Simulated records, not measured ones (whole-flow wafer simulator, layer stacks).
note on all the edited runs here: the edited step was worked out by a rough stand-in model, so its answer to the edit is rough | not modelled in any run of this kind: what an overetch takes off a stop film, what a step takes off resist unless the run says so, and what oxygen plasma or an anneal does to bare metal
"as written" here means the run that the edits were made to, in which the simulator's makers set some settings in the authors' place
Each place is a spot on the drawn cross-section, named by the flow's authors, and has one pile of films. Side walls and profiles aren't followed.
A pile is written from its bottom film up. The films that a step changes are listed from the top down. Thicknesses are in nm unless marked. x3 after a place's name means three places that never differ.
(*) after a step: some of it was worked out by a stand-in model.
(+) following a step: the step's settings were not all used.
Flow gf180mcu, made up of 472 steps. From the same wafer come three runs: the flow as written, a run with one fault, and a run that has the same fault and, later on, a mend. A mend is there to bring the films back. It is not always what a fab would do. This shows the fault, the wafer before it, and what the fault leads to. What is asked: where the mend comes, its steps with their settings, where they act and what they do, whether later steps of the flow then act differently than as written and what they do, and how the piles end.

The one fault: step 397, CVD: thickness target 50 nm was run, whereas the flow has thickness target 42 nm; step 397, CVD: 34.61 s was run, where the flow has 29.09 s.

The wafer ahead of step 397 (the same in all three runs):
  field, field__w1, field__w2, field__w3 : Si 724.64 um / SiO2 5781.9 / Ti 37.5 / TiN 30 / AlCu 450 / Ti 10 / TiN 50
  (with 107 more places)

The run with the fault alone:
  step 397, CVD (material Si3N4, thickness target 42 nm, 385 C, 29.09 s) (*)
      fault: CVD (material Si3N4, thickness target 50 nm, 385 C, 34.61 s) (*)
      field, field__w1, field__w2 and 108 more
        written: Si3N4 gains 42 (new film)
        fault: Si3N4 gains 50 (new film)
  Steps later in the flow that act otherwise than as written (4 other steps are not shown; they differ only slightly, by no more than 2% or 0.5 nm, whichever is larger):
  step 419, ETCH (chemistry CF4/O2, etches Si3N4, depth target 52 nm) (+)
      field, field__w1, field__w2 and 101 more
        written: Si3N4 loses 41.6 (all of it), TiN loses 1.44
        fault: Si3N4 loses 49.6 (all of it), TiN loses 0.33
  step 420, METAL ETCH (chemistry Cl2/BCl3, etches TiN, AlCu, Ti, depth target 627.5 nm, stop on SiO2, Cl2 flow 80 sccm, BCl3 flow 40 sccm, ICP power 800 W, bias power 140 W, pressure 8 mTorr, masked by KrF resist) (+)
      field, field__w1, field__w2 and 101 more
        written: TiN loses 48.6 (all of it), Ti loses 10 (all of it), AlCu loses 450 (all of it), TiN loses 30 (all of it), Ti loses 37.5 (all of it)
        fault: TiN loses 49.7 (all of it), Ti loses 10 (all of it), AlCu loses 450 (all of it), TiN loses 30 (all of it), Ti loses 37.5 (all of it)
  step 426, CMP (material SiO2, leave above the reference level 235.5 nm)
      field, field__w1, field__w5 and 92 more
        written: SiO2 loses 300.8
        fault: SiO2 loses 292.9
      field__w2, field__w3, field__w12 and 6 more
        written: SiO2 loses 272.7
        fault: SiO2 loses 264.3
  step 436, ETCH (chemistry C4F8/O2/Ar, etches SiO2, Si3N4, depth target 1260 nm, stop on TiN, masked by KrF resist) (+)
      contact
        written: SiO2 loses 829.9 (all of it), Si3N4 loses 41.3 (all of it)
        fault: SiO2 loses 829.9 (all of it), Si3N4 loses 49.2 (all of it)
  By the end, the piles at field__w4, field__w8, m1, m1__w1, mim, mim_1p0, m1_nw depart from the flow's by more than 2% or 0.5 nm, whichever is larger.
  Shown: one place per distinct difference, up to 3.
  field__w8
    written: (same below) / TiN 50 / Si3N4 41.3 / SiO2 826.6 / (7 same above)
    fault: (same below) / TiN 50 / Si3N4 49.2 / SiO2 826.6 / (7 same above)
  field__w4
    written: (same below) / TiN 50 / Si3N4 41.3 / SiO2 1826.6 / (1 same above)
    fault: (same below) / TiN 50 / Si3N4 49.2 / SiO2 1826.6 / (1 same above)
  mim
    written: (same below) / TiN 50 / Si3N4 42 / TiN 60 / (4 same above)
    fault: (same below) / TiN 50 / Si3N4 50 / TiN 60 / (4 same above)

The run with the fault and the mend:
  The mend stands after step 397.
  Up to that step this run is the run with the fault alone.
  step 397a, WET ETCH (chemistry H3PO4, depth target 8 nm, 160 C) (a further turn of the flow's step 14, with different settings)
      field, field__w1, field__w2 and 108 more
        Si3N4 loses 8
  Later steps of the flow that are run all act as written at every place that is followed, up to a difference of at most 2% or 0.5 nm, whichever is larger.
  At the end the piles are close to the flow's at the places that both follow, differing by at most 2% or 0.5 nm, whichever is larger.
